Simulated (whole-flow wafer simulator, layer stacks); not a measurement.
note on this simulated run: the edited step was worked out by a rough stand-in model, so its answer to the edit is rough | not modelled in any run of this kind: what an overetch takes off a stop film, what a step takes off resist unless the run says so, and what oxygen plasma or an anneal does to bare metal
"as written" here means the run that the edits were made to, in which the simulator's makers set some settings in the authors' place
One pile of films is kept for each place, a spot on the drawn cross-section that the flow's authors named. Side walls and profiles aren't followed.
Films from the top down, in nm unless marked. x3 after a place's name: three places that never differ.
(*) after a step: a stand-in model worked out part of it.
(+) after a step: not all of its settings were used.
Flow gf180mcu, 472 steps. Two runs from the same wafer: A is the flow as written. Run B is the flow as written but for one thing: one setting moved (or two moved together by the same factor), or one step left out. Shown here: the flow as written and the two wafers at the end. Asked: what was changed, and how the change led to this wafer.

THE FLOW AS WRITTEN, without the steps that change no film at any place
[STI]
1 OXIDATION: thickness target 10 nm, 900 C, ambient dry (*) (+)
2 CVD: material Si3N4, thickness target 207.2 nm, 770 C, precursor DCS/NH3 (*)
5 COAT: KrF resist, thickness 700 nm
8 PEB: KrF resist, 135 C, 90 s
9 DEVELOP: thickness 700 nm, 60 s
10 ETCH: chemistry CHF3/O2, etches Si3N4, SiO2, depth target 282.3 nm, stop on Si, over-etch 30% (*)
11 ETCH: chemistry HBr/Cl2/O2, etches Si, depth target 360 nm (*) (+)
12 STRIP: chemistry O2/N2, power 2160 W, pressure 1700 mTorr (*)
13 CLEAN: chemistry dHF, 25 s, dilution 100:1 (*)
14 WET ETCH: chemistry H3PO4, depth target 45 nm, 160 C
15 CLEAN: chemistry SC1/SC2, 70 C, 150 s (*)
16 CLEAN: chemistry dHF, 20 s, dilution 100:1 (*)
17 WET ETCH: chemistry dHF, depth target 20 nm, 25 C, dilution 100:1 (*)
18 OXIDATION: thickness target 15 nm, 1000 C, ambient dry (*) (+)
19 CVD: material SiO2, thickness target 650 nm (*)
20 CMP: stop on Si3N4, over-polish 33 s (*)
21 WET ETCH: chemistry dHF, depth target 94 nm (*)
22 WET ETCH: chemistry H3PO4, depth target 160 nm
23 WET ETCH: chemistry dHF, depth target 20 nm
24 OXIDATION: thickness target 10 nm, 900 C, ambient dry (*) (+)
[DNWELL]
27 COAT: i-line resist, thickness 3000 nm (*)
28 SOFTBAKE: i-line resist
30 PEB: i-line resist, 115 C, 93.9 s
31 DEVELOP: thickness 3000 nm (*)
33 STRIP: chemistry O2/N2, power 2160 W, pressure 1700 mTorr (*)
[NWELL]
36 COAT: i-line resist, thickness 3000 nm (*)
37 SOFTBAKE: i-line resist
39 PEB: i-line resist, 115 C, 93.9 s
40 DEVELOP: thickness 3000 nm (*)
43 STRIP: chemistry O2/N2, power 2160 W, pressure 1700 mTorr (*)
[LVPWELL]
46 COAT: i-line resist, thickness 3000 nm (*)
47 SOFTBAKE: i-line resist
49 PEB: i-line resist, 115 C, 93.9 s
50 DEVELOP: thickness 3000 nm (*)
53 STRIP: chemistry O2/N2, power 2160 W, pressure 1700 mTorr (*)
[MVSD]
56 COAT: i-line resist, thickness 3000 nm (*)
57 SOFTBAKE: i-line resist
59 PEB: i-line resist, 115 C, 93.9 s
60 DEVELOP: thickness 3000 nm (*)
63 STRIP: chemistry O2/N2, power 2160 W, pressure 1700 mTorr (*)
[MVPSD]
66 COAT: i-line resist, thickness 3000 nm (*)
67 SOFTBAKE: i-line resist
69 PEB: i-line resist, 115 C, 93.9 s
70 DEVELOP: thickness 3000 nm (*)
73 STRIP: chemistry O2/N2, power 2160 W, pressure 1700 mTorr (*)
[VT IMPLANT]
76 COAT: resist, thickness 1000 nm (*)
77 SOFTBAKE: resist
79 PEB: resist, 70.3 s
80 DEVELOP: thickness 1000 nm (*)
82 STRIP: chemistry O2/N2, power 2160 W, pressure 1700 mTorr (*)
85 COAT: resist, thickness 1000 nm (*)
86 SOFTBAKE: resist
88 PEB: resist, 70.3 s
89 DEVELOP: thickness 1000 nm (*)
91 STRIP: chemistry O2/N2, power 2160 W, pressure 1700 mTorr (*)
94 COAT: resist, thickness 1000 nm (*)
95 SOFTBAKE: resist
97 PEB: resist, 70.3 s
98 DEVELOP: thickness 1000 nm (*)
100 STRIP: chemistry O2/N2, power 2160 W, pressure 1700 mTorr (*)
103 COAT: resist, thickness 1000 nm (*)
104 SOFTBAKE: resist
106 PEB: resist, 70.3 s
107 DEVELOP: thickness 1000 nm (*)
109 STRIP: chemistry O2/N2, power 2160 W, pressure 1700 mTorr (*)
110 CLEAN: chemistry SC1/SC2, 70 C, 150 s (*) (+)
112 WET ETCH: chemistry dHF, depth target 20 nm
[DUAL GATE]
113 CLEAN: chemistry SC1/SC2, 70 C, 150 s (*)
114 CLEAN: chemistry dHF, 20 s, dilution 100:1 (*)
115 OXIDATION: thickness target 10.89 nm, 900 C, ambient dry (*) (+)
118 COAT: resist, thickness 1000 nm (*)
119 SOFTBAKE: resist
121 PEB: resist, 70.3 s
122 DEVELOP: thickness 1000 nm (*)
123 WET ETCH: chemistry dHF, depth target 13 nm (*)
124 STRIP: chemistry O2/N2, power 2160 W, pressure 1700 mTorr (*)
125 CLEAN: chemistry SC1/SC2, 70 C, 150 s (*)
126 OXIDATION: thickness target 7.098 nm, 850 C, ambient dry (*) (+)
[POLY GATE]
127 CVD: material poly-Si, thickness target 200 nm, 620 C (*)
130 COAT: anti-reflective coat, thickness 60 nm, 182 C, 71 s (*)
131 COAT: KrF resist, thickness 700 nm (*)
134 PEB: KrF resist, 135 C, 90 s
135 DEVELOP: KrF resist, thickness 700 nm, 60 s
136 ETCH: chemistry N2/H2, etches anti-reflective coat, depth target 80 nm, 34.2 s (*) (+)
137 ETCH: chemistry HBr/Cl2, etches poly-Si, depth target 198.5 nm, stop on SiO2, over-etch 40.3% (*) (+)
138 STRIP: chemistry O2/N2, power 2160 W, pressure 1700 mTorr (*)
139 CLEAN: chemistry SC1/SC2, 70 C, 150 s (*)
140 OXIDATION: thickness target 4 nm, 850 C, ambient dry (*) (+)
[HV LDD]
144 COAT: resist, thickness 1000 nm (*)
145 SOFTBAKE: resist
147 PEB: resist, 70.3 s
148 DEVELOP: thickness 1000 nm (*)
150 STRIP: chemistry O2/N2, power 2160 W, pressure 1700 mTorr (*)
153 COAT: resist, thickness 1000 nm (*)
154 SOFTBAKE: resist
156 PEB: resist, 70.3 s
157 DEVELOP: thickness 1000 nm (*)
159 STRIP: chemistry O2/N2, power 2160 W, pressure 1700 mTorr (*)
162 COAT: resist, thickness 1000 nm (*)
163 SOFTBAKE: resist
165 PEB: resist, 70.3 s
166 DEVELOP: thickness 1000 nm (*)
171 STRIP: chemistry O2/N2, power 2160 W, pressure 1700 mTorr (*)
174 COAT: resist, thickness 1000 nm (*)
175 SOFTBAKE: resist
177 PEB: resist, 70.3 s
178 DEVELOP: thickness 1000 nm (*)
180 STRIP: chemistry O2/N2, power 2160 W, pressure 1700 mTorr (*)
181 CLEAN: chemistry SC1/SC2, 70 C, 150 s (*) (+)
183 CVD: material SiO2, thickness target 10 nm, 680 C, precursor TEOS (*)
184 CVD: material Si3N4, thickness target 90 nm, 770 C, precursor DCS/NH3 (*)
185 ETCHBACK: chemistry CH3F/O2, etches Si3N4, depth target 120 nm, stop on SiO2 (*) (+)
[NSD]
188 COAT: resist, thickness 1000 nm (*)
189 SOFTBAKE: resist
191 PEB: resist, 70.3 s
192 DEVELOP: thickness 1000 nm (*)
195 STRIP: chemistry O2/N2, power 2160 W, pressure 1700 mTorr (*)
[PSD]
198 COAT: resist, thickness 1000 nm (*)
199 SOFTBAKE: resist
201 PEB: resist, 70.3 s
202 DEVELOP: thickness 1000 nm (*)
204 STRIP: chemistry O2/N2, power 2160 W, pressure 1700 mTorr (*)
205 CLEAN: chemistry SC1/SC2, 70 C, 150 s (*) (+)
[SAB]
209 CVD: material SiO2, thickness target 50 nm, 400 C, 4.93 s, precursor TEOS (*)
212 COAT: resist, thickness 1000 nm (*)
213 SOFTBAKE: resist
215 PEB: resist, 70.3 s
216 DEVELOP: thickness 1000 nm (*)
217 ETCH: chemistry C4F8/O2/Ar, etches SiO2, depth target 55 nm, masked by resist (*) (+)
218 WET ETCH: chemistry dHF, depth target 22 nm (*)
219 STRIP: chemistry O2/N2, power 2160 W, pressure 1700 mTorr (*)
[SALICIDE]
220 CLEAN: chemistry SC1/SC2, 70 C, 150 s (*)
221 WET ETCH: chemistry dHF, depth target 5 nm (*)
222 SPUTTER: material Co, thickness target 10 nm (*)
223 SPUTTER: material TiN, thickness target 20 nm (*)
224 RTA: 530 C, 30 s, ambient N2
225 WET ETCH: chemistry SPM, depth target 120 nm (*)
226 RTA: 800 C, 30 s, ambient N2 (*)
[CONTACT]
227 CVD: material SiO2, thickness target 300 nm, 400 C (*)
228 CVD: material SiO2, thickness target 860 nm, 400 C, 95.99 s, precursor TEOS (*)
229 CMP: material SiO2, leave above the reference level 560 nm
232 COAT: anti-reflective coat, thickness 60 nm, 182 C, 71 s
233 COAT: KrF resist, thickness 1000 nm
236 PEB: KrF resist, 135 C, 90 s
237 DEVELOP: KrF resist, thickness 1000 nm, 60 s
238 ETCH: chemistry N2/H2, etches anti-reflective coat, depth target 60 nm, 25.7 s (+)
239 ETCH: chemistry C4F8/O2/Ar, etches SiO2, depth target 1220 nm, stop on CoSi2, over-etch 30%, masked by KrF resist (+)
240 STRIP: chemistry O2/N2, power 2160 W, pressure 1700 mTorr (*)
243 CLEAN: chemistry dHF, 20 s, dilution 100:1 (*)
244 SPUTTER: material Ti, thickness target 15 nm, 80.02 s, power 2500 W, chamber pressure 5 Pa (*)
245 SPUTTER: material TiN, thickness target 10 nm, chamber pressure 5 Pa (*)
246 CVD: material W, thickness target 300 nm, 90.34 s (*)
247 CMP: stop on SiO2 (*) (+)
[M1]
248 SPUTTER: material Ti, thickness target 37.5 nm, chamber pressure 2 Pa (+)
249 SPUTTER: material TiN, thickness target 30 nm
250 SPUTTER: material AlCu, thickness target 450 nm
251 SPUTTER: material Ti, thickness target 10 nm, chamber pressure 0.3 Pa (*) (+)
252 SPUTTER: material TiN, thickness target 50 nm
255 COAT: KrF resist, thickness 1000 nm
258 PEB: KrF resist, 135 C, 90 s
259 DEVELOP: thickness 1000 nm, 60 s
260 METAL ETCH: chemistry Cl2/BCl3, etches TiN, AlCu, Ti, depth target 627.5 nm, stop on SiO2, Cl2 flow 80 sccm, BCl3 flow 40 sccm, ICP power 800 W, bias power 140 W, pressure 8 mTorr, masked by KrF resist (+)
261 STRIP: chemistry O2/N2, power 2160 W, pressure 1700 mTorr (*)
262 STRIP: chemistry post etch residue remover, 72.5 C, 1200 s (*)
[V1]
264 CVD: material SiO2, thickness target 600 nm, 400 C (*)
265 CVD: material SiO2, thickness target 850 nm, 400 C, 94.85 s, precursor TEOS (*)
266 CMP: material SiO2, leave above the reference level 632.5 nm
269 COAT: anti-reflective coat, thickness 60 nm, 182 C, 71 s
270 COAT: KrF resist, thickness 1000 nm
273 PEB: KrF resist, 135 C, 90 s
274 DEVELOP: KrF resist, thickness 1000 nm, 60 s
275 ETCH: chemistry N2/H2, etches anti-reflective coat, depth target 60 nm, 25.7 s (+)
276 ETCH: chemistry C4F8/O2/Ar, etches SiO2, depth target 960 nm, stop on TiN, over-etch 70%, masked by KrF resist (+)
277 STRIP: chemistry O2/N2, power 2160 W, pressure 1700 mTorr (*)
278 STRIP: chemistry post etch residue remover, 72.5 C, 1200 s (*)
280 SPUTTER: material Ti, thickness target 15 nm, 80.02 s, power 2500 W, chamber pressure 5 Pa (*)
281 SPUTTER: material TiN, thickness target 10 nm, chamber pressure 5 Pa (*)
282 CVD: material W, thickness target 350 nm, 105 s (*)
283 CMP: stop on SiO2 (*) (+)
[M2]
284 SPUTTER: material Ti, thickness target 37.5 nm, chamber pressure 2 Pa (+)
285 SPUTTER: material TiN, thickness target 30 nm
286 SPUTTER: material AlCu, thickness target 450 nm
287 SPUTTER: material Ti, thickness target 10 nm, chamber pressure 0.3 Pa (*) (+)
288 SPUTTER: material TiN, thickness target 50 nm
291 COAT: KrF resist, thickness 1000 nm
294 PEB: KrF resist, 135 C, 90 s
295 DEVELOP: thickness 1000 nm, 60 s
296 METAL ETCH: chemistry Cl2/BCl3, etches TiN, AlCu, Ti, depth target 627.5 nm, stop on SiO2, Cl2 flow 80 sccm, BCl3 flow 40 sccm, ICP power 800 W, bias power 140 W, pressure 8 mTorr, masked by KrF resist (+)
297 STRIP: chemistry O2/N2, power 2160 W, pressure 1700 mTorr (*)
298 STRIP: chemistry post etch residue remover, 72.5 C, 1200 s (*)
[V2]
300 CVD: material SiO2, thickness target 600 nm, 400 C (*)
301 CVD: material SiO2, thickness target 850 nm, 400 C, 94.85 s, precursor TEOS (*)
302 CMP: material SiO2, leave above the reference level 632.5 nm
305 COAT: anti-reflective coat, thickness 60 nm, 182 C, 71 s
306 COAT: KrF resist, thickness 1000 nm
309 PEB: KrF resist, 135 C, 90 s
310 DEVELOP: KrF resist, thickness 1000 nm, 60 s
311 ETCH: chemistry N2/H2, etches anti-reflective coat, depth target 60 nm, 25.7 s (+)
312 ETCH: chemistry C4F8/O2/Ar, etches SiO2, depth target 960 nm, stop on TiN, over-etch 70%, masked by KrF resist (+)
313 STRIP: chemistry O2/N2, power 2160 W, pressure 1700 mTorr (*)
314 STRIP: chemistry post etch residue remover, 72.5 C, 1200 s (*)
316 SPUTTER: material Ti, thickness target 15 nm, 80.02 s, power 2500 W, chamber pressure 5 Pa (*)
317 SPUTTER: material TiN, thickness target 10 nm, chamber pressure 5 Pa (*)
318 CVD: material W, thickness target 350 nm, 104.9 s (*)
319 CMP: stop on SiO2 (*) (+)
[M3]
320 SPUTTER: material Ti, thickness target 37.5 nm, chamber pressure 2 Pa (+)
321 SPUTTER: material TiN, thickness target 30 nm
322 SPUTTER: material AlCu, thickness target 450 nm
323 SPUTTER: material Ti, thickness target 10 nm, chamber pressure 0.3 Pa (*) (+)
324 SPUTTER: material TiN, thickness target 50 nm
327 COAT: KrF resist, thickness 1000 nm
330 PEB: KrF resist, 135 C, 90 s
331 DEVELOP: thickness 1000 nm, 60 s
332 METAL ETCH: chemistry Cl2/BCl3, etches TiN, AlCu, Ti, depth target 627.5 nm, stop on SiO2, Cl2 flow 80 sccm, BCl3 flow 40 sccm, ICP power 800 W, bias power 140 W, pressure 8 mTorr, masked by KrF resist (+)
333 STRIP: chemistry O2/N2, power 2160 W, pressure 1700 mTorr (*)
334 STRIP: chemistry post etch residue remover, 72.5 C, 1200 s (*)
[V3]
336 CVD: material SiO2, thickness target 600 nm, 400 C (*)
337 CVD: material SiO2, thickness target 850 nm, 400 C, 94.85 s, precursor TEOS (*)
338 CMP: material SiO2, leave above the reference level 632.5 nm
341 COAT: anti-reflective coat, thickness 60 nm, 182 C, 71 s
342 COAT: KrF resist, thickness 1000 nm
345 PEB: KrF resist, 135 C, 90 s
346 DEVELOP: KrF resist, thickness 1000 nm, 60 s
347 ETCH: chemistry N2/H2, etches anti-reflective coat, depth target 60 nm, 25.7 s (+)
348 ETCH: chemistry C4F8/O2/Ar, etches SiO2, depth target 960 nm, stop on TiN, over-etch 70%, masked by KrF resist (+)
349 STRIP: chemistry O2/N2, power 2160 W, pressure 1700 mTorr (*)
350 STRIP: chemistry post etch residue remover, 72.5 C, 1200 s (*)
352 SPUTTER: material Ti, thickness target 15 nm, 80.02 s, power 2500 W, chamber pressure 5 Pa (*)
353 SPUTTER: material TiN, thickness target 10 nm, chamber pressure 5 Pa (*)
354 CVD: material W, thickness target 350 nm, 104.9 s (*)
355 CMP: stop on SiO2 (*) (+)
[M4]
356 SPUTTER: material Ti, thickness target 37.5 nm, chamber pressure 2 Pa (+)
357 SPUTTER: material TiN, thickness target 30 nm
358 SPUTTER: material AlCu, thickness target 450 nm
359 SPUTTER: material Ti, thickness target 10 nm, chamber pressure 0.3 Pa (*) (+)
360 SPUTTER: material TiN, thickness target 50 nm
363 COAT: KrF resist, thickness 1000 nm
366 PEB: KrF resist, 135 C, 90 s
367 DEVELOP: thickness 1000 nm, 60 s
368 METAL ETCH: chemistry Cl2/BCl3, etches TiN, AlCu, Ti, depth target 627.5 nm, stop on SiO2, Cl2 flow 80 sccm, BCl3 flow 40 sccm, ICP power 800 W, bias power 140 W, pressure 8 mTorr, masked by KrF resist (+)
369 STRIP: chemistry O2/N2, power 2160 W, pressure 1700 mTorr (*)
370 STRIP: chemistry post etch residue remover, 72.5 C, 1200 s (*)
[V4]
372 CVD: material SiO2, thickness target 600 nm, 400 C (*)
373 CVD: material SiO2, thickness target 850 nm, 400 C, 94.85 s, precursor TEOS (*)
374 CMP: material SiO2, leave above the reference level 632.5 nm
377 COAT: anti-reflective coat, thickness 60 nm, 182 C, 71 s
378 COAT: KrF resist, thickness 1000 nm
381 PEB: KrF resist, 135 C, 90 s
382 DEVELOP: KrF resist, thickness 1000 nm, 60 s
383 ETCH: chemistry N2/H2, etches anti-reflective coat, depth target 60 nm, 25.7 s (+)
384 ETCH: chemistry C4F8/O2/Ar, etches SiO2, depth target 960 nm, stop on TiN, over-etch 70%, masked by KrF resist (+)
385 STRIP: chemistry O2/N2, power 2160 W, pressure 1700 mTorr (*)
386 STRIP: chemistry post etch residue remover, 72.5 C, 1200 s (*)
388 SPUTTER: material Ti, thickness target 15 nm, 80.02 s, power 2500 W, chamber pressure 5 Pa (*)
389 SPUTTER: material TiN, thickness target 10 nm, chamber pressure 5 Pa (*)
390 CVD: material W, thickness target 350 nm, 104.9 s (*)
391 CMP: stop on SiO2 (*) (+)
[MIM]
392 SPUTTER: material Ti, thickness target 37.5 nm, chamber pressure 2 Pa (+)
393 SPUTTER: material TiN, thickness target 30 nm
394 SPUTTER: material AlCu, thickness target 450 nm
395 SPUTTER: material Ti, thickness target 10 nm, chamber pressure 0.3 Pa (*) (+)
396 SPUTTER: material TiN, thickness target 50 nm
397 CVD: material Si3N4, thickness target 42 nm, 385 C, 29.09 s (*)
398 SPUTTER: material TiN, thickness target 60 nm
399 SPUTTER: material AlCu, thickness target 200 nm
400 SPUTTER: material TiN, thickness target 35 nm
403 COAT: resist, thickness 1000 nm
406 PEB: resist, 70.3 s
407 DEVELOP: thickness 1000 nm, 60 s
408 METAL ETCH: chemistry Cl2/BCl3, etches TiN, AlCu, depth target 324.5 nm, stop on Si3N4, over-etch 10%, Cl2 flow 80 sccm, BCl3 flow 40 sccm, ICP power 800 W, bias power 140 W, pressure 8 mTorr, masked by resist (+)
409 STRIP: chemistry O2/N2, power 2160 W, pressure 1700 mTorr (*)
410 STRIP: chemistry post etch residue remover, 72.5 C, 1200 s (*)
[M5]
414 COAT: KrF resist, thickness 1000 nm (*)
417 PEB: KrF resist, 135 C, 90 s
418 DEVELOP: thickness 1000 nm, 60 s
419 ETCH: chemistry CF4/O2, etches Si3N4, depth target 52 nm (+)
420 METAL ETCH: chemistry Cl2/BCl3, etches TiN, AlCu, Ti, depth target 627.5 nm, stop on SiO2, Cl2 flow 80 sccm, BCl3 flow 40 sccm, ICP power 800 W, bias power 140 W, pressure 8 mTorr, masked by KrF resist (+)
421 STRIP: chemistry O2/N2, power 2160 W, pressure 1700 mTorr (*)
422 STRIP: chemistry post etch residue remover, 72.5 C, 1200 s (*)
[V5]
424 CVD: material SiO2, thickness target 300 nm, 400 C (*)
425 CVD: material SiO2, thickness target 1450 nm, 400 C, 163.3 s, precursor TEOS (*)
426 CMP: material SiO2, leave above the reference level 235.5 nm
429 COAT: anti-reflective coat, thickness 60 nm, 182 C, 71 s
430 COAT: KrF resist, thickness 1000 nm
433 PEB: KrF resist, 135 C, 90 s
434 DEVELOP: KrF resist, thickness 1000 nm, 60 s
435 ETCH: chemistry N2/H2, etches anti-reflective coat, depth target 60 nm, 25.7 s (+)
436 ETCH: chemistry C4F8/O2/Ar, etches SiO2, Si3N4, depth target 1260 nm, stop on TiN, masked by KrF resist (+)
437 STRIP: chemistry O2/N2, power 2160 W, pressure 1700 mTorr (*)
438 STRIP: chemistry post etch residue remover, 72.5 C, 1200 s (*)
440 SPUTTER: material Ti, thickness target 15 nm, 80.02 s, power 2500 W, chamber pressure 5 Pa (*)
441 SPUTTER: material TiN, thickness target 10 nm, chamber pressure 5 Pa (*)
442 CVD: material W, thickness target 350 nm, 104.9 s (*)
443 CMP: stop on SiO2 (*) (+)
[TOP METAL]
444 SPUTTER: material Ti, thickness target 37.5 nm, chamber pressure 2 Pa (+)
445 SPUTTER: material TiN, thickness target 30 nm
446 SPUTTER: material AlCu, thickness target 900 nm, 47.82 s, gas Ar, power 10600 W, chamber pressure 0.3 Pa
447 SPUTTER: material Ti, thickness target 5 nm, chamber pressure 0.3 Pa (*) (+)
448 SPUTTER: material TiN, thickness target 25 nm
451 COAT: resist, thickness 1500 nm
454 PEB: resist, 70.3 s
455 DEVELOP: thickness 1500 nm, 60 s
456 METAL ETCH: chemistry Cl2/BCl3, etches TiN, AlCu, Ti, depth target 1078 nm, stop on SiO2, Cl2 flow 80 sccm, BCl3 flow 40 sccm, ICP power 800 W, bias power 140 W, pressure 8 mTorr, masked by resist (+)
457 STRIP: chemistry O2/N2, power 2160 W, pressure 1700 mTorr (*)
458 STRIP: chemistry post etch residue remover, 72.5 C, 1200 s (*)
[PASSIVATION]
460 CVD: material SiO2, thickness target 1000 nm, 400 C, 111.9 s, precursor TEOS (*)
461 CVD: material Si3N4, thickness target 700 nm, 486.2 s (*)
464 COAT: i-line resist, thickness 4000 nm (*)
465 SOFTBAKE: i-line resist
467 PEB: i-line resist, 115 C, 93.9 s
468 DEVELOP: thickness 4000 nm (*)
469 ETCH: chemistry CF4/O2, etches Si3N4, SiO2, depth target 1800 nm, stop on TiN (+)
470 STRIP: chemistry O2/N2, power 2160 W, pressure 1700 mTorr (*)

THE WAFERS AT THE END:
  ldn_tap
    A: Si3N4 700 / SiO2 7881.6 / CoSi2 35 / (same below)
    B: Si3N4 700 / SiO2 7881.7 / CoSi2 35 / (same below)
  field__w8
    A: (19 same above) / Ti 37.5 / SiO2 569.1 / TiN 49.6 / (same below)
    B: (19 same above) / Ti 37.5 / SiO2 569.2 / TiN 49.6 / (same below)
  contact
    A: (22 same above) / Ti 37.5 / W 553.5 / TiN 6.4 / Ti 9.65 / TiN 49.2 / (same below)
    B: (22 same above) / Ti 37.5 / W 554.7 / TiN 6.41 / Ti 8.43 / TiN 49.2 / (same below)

The cause: step 352, SPUTTER: 70.02 s was run, where the flow has 80.02 s.

How the change led to this, step by step:
  352 SPUTTER: material Ti, thickness target 15 nm, 80.02 s, power 2500 W, chamber pressure 5 Pa (*)
      field, field__w1, field__w2 and 107 more: A Ti +15 (new film) | B Ti +13.1 (new film)
      contact: A Ti +9.65 (new film) | B Ti +8.43 (new film)
  355 CMP: stop on SiO2 (*) (+)
      field, field__w1, field__w2 and 107 more: A W -350 (all of it), TiN -10 (all of it), Ti -15 (all of it), SiO2 -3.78 | B W -350 (all of it), TiN -10 (all of it), Ti -13.1 (all of it), SiO2 -3.76
